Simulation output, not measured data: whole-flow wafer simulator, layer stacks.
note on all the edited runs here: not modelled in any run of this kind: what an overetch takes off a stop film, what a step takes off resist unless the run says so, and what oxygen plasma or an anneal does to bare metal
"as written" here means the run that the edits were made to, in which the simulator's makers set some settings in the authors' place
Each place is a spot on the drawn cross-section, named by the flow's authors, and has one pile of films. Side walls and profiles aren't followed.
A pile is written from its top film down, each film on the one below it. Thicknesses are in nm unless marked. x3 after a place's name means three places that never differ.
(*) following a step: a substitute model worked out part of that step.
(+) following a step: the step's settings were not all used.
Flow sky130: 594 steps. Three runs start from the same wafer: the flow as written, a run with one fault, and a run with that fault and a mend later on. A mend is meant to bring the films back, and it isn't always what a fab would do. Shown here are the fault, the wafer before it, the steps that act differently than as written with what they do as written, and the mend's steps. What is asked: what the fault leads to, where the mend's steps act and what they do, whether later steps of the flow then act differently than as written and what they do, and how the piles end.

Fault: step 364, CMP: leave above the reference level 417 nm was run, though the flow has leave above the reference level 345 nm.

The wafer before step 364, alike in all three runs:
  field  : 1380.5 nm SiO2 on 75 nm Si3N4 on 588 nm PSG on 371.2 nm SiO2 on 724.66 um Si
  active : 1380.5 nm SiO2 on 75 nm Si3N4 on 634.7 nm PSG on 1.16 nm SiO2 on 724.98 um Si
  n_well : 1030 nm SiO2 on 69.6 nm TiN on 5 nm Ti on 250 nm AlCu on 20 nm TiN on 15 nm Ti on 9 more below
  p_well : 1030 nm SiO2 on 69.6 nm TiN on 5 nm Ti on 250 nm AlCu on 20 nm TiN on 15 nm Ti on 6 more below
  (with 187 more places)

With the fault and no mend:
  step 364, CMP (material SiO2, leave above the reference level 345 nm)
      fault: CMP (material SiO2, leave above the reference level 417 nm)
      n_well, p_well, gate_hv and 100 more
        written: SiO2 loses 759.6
        fault: SiO2 loses 687.6
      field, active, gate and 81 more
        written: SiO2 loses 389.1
        fault: SiO2 loses 317.1
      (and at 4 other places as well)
  Later steps of the flow acting differently than as written (9 more steps, not shown, differ only slightly: by at most 2% or 0.5 nm, whichever is larger):
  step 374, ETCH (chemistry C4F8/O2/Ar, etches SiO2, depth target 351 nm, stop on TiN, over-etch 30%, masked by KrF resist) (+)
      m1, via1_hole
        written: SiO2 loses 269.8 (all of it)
        fault: SiO2 loses 341.8 (all of it)
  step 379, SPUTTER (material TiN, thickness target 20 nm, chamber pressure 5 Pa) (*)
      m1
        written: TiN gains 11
        fault: TiN gains 9.69
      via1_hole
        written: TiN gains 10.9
        fault: TiN gains 9.67
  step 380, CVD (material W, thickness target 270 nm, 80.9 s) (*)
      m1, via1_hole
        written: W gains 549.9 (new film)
        fault: W gains 623.2 (new film)
  At n_well, p_well, gate_hv and 115 more, the piles at the end differ from the flow's by more than 2% or 0.5 nm, whichever is larger.
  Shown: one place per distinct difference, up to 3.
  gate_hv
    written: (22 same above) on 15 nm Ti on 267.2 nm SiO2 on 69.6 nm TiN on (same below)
    fault: (22 same above) on 15 nm Ti on 339.2 nm SiO2 on 69.6 nm TiN on (same below)
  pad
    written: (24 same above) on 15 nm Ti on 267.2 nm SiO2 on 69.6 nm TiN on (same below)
    fault: (24 same above) on 15 nm Ti on 339.2 nm SiO2 on 69.6 nm TiN on (same below)
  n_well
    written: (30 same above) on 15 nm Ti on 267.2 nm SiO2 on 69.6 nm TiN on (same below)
    fault: (30 same above) on 15 nm Ti on 339.2 nm SiO2 on 69.6 nm TiN on (same below)

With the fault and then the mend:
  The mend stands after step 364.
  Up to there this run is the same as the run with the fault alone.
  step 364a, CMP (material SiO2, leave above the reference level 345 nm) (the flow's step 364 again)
      field, active, n_well and 188 more
        SiO2 loses 72
  Every later step of the flow that is run acts as written at every place that is followed.
  At every place that both follow, the piles at the end match the flow's.
